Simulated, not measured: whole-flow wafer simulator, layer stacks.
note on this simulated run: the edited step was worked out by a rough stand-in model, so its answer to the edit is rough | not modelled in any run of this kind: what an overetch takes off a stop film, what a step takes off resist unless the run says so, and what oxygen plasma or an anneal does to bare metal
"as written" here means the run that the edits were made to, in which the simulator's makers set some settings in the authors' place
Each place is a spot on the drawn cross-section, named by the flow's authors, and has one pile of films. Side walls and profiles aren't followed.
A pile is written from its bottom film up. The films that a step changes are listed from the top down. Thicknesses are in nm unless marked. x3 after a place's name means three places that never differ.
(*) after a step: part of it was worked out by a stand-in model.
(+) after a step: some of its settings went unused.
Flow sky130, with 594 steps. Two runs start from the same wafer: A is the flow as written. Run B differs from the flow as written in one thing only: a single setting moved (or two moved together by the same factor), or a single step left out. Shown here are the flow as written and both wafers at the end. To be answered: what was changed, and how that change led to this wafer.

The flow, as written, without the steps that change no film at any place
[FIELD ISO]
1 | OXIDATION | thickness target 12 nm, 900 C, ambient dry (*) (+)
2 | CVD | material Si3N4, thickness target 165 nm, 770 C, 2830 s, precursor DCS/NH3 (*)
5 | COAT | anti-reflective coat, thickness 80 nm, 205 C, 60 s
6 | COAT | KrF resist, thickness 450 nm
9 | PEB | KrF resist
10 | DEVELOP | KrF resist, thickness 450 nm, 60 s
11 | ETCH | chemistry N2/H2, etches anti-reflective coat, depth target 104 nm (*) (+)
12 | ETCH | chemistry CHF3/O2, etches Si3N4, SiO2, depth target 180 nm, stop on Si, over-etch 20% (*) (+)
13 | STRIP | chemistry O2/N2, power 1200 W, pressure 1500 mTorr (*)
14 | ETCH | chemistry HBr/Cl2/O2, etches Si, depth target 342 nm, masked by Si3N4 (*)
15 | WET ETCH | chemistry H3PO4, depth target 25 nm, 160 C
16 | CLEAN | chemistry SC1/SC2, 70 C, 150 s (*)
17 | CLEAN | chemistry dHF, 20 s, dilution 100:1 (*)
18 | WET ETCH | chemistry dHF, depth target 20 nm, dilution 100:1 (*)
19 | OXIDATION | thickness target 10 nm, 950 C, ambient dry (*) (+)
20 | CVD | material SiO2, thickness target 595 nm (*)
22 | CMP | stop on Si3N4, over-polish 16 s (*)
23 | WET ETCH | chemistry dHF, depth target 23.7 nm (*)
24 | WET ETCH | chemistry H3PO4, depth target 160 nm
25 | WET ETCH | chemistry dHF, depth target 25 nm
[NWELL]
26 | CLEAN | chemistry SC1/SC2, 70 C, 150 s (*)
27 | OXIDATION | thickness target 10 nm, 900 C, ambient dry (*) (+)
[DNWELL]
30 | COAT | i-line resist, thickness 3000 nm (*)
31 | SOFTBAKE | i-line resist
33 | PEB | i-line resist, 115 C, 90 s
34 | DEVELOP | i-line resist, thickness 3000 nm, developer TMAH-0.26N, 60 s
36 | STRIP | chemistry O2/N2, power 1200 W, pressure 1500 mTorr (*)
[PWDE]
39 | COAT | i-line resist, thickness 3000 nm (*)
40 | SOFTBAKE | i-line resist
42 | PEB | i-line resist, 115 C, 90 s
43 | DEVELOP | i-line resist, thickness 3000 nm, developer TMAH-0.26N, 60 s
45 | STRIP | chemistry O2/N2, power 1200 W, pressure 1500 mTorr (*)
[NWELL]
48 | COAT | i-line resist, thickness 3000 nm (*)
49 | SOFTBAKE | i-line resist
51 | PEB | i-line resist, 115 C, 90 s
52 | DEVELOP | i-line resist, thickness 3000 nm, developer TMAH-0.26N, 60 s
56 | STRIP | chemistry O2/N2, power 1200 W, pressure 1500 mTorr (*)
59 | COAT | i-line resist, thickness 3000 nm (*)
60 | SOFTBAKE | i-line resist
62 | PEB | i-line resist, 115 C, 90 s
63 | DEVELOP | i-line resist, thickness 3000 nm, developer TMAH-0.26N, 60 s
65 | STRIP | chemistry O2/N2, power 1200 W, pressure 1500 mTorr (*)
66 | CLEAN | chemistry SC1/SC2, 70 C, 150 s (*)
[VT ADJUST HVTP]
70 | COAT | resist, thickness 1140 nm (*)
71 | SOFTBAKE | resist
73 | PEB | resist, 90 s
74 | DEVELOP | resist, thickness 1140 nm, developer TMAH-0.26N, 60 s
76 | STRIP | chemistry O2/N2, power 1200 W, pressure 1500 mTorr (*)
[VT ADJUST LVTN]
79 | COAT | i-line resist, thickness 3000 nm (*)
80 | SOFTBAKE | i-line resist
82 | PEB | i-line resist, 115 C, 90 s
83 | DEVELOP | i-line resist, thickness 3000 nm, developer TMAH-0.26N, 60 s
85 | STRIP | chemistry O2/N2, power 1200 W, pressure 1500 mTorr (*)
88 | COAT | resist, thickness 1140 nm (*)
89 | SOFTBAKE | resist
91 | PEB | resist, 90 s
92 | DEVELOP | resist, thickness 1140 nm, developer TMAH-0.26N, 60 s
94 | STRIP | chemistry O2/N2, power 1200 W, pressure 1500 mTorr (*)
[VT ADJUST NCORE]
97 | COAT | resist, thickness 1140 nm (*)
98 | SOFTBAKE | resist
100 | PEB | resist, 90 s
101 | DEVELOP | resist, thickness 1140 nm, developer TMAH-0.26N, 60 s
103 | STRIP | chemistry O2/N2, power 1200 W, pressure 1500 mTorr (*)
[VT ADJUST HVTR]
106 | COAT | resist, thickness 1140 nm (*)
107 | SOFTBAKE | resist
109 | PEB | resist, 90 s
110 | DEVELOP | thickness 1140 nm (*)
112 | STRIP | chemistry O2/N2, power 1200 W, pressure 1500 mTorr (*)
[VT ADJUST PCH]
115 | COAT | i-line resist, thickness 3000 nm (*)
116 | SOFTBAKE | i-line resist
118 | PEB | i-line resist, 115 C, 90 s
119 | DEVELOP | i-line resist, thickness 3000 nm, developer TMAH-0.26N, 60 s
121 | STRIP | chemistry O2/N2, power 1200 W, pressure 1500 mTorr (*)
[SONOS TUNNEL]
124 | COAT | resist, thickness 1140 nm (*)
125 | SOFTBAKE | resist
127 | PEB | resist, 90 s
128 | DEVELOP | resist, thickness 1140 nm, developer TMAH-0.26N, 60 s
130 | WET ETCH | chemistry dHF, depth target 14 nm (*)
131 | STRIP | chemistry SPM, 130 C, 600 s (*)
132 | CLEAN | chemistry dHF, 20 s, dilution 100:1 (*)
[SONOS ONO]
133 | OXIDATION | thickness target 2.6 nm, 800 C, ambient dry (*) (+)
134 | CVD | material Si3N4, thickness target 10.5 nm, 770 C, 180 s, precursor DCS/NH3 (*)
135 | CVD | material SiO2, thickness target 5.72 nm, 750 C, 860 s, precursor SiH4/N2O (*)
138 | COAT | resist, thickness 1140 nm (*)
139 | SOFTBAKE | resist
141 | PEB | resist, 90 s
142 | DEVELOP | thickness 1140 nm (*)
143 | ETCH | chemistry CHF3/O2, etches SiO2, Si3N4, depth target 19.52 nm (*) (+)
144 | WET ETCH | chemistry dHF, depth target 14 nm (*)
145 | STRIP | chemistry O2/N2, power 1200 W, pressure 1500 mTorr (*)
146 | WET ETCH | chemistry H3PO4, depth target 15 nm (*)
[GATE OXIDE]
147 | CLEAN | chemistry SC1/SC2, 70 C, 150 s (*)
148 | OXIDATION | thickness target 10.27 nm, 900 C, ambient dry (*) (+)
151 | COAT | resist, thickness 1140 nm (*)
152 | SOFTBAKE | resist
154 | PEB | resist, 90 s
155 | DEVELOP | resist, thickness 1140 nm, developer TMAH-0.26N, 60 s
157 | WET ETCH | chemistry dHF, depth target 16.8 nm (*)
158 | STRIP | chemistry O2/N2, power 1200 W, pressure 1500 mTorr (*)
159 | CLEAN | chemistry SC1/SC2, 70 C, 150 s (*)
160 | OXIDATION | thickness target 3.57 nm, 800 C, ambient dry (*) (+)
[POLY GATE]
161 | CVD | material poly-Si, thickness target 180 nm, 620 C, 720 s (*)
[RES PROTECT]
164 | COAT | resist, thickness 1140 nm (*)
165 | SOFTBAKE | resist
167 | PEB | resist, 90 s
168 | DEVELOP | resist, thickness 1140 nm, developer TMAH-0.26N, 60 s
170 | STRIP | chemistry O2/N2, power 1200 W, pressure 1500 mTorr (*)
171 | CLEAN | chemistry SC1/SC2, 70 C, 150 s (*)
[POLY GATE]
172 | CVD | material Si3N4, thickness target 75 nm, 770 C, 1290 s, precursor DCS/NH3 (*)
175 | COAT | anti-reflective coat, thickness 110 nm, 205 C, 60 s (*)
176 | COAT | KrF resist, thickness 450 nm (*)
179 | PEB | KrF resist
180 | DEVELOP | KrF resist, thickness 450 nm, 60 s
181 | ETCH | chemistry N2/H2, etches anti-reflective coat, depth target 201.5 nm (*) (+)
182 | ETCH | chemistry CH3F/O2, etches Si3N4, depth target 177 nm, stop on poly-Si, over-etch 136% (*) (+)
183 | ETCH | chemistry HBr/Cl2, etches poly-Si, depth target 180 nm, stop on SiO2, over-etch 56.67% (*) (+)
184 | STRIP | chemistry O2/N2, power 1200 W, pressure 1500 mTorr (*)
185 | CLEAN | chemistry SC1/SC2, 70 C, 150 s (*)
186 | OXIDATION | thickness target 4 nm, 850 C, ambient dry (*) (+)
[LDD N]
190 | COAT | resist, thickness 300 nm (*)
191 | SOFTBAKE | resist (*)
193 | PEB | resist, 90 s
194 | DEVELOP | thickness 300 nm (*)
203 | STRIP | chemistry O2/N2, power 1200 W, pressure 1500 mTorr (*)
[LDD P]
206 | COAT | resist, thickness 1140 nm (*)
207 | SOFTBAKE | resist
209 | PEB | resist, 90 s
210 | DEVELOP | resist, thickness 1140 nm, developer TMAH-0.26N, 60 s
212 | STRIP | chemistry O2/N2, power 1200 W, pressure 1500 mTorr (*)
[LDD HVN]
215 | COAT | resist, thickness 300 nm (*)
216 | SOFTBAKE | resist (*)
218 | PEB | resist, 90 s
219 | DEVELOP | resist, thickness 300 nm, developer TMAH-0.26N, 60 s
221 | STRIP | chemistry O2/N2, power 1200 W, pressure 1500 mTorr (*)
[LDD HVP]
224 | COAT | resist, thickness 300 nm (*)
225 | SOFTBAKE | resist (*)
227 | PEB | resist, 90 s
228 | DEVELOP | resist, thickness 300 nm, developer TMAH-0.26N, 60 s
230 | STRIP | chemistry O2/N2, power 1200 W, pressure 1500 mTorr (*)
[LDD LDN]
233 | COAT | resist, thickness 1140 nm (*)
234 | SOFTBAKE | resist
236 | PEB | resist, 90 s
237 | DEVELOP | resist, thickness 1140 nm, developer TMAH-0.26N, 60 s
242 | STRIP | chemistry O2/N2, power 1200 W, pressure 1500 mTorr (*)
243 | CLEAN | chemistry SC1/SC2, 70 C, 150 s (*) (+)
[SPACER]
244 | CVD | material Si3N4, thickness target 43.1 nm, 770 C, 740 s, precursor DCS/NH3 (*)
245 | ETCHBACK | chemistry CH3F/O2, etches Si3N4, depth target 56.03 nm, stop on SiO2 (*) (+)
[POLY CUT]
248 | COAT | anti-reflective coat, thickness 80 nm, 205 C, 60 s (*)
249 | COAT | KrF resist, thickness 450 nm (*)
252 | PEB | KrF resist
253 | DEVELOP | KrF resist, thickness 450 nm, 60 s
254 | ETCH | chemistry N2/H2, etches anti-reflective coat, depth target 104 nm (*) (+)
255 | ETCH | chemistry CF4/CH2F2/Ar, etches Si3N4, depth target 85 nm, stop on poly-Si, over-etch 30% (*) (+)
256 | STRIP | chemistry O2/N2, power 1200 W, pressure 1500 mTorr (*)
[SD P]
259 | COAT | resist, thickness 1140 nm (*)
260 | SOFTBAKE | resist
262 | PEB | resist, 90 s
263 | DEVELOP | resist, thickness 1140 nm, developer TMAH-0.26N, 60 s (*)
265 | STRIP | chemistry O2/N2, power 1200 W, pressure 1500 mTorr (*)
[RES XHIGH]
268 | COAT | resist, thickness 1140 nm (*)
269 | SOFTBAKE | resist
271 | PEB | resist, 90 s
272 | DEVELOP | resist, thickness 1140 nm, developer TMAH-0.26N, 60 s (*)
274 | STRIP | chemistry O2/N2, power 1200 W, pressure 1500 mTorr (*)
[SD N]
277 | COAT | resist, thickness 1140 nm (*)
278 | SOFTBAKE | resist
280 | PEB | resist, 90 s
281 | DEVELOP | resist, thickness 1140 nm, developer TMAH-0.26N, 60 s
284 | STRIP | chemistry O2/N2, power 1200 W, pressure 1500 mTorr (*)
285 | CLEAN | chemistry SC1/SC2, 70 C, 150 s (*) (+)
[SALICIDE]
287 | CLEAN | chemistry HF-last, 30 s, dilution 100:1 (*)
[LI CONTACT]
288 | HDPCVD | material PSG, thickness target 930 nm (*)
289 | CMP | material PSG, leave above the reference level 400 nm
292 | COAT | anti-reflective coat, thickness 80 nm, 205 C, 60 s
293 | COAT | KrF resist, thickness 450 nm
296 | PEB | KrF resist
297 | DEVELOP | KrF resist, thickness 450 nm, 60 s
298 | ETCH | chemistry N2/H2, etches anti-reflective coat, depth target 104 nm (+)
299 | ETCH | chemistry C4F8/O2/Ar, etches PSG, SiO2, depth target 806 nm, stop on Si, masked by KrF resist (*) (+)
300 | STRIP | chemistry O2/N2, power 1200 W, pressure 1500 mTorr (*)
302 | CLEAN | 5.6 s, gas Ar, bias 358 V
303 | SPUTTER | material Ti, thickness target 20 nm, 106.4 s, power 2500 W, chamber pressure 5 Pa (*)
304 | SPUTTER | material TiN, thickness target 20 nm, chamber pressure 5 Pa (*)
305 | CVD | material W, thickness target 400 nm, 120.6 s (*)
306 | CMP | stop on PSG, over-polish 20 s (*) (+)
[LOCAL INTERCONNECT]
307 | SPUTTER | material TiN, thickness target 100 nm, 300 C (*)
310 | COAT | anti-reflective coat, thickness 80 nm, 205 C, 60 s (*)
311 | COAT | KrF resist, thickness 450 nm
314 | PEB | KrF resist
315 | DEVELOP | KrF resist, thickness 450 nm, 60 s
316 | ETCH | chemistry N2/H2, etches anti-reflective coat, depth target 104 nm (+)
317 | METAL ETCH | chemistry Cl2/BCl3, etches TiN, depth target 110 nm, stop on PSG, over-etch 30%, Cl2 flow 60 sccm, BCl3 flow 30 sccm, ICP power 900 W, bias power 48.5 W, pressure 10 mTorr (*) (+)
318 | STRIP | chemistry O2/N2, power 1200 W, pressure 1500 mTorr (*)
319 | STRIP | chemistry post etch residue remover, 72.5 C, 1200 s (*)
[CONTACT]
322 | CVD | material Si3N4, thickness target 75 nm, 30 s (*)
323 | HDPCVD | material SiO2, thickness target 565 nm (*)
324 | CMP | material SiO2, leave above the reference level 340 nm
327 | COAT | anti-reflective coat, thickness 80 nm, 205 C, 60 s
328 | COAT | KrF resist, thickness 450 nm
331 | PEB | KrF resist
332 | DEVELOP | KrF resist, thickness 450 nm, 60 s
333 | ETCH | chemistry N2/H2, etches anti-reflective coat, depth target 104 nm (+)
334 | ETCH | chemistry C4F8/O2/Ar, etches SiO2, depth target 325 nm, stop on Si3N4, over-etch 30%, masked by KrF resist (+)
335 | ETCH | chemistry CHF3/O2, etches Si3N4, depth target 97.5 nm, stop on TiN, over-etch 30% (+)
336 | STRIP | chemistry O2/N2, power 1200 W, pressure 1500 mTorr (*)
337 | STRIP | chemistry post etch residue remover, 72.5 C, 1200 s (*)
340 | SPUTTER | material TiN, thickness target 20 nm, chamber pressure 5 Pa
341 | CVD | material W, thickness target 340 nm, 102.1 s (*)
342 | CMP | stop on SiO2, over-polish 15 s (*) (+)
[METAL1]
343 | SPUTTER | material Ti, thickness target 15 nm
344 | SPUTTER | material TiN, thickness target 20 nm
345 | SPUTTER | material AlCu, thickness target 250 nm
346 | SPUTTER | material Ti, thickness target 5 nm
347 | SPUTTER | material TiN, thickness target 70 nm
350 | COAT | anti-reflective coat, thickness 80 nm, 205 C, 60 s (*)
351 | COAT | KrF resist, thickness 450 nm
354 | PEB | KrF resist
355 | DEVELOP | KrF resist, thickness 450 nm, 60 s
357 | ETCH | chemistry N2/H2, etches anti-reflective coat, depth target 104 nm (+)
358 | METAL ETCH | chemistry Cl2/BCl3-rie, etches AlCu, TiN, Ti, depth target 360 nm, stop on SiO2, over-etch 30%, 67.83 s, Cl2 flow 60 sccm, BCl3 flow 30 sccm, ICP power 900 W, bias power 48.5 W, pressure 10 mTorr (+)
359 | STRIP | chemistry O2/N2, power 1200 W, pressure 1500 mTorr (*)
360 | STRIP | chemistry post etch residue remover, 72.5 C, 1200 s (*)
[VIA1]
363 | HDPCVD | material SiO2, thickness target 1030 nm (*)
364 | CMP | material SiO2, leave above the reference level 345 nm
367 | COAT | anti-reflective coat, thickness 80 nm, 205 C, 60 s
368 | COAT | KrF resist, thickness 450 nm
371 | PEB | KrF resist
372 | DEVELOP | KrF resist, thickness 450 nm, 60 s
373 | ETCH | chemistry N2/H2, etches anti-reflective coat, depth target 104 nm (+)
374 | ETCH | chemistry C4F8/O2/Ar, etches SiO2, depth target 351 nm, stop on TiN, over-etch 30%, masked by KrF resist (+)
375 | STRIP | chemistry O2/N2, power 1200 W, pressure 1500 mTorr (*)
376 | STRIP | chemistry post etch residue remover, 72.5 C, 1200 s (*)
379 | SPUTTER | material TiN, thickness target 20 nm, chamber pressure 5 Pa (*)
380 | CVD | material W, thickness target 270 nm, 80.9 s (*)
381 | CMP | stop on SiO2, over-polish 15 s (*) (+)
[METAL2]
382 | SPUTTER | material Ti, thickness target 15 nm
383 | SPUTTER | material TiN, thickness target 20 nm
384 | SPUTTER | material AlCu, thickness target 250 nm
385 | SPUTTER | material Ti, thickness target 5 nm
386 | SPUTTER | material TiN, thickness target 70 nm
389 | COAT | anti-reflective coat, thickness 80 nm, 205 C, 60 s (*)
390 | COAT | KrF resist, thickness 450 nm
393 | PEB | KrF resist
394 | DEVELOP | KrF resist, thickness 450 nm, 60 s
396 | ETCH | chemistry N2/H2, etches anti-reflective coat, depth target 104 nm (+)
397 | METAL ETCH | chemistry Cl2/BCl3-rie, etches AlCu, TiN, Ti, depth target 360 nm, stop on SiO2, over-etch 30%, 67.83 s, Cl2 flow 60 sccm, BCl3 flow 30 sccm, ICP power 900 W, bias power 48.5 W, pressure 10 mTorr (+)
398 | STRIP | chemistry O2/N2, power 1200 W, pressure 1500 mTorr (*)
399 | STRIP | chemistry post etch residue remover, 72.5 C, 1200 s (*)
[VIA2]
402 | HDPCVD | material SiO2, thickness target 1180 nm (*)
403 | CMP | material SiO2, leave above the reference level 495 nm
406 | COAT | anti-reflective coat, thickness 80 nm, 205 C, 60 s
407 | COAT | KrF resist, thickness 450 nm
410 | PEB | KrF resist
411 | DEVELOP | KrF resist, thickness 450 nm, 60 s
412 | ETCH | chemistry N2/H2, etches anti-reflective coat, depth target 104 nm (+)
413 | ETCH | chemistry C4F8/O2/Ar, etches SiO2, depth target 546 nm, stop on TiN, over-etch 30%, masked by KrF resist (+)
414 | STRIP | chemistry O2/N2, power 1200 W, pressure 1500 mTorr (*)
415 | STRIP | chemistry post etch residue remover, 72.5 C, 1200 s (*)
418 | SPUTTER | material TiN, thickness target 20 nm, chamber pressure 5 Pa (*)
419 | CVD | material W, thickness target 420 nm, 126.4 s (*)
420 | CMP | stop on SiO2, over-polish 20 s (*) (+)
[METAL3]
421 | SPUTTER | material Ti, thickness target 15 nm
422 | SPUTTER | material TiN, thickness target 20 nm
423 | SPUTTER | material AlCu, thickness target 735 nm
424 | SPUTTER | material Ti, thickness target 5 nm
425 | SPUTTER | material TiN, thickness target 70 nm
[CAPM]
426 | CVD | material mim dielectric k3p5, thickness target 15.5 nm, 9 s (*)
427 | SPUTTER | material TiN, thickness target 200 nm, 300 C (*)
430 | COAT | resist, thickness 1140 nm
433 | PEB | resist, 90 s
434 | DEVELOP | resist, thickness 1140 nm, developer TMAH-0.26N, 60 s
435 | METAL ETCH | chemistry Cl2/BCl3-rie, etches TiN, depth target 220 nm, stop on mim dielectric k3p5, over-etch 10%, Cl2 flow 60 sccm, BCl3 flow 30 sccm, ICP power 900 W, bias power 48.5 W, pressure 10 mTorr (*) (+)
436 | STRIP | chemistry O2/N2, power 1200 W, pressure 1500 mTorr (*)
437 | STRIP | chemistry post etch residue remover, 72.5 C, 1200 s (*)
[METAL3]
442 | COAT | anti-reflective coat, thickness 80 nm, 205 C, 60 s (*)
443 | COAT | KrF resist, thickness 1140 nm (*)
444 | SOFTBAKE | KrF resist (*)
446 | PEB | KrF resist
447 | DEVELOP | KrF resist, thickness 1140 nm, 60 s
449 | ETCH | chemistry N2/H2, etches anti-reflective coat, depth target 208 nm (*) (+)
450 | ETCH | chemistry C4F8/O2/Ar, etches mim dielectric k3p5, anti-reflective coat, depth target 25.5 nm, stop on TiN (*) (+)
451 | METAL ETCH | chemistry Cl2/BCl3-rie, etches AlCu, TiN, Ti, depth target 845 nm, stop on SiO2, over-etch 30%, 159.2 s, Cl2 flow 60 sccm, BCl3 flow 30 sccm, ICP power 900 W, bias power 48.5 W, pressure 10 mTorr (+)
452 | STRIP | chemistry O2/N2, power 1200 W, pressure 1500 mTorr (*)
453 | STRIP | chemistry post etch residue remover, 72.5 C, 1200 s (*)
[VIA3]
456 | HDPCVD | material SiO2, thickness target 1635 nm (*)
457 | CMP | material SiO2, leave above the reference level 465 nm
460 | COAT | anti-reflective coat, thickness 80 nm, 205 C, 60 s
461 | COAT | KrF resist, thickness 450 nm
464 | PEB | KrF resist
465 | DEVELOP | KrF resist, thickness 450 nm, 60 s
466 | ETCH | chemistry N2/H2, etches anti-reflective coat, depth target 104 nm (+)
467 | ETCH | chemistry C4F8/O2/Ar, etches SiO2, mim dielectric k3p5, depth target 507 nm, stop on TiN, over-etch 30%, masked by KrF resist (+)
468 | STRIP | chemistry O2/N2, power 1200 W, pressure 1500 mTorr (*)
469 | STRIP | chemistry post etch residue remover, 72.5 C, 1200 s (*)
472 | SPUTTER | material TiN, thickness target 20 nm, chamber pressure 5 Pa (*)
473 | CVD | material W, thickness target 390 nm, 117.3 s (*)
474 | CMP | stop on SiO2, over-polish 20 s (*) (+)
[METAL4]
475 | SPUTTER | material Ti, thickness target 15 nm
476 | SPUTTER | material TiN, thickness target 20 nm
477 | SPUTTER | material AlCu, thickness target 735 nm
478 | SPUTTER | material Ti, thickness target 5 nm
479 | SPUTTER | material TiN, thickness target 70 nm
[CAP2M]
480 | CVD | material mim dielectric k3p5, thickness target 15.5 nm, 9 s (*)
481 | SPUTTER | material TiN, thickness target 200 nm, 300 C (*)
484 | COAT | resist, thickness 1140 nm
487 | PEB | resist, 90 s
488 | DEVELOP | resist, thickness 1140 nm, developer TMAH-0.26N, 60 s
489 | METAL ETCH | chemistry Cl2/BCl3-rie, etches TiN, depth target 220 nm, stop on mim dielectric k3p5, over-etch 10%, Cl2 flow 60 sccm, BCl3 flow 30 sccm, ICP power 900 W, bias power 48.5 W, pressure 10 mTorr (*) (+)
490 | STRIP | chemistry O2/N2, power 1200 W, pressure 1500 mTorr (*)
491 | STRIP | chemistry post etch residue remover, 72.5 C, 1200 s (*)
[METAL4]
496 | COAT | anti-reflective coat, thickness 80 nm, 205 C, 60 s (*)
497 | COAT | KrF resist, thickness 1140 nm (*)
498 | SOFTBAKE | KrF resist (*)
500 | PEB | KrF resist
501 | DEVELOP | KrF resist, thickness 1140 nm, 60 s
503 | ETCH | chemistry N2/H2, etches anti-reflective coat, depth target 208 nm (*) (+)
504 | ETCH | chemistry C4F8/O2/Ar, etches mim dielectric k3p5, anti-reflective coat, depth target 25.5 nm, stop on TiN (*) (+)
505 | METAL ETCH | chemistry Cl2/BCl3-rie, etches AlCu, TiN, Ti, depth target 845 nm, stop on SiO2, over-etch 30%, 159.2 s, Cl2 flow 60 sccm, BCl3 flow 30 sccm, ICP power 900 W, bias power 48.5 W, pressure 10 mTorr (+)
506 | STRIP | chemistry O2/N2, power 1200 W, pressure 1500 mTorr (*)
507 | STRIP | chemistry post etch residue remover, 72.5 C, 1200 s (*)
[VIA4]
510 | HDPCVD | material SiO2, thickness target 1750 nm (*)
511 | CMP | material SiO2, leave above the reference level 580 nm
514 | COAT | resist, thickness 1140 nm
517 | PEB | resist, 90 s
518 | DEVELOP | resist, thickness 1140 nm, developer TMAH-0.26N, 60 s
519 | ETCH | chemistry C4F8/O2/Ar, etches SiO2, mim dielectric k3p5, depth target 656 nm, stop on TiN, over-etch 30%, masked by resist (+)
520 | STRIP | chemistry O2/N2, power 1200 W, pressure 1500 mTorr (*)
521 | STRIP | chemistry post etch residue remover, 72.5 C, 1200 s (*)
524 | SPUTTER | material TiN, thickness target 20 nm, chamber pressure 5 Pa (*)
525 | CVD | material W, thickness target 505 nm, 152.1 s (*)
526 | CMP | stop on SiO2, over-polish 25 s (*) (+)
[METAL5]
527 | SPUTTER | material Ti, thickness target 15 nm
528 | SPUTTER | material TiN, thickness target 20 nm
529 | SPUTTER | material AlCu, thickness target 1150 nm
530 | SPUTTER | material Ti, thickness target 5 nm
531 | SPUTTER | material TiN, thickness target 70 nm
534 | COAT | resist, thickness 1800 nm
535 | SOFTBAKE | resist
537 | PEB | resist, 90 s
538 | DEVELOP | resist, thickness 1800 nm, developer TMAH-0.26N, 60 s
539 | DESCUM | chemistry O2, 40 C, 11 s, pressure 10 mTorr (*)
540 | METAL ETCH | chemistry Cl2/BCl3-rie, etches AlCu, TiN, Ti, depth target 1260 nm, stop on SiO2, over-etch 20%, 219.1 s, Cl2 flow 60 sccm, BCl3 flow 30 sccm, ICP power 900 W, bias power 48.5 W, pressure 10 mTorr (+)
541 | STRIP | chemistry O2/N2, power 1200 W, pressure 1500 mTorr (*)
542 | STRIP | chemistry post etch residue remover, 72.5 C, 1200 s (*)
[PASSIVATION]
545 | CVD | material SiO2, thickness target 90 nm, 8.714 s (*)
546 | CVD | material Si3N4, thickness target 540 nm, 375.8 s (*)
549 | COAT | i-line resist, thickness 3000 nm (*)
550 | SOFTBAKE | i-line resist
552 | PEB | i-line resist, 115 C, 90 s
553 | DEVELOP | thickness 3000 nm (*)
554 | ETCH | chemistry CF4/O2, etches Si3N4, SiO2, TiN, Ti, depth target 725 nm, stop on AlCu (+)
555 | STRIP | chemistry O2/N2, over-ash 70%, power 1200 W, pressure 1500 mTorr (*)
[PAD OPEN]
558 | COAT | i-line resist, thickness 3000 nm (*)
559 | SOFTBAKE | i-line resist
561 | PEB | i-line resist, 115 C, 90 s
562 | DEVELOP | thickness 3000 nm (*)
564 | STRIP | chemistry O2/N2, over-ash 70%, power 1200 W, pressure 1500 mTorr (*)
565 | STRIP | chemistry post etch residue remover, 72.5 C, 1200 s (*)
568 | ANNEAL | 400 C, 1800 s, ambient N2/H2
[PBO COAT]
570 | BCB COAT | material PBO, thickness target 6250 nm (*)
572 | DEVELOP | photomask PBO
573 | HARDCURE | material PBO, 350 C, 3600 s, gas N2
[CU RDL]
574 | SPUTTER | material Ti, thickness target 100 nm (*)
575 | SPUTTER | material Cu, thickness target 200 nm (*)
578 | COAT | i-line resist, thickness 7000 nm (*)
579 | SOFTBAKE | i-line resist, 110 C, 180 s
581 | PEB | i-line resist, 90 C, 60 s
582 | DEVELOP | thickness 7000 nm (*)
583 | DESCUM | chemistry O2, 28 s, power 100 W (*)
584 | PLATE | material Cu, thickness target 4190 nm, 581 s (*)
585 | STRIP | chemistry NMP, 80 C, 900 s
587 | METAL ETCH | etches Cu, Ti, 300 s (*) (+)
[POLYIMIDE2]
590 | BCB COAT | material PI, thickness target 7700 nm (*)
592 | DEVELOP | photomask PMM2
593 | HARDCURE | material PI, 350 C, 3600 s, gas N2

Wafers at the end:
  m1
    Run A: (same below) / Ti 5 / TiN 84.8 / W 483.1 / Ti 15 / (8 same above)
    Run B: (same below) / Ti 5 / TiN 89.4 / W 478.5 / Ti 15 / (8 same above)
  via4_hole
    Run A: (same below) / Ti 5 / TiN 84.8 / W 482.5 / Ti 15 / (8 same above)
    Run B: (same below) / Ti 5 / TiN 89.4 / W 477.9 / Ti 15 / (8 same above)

What caused this: step 524, SPUTTER: thickness target 26 nm was run, though the flow has thickness target 20 nm.

The path from the change to this, step by step:
  524 | SPUTTER | material TiN, thickness target 20 nm, chamber pressure 5 Pa (*)
      field, active, n_well and 188 more: A TiN gains 20 (new film) | B TiN gains 26 (new film)
      m1, via4_hole: A TiN gains 15.3 | B TiN gains 19.8
  526 | CMP | stop on SiO2, over-polish 25 s (*) (+)
      field, active, n_well and 188 more: A W loses 505 (all of it), TiN loses 20 (all of it), SiO2 loses 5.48 | B W loses 505 (all of it), TiN loses 26 (all of it), SiO2 loses 5.48
